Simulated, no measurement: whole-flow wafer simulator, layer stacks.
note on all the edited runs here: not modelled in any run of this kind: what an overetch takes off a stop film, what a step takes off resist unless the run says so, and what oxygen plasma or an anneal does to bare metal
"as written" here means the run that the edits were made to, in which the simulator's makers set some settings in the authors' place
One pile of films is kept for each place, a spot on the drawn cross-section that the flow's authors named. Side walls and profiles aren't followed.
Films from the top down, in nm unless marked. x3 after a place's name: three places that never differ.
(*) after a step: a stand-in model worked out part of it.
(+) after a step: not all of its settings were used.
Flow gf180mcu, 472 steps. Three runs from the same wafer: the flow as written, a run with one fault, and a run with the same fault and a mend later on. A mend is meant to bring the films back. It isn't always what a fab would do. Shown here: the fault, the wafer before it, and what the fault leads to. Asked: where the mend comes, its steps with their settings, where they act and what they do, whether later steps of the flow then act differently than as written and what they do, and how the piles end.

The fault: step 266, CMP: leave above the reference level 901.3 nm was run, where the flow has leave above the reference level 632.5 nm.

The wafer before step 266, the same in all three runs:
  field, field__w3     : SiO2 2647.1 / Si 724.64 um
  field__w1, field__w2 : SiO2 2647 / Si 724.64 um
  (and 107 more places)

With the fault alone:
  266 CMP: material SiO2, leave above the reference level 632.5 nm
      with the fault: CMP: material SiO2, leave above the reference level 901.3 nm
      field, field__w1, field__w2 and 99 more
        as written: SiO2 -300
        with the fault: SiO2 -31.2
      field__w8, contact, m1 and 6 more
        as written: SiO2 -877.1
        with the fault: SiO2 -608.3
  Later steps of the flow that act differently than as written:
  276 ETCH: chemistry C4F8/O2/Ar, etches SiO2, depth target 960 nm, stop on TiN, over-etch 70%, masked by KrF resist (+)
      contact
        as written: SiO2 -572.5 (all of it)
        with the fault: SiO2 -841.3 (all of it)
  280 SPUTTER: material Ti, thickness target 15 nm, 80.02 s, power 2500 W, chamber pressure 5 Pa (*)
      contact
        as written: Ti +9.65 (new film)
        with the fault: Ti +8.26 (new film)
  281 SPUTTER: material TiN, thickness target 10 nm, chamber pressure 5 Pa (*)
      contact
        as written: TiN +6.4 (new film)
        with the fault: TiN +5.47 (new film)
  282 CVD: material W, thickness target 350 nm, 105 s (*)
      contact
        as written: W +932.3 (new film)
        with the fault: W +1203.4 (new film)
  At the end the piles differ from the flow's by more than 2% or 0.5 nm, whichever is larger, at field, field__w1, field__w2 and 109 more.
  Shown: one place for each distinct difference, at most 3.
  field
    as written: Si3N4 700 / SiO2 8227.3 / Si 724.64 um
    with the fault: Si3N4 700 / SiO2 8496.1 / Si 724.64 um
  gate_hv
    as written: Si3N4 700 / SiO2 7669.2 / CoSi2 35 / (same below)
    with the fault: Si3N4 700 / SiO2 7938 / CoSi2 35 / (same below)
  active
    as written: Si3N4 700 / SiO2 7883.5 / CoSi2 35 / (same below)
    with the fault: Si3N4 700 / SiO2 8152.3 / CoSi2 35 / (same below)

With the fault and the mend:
  The mend comes after step 266.
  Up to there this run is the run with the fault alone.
  266a CMP: material SiO2, leave above the reference level 632.5 nm (the flow's step 266 once more)
      field, field__w1, field__w2 and 108 more
        SiO2 -268.8
  No later step of the flow acts differently than as written at any place that is followed.
  At the end the piles are the same as the flow's at every place that both follow.
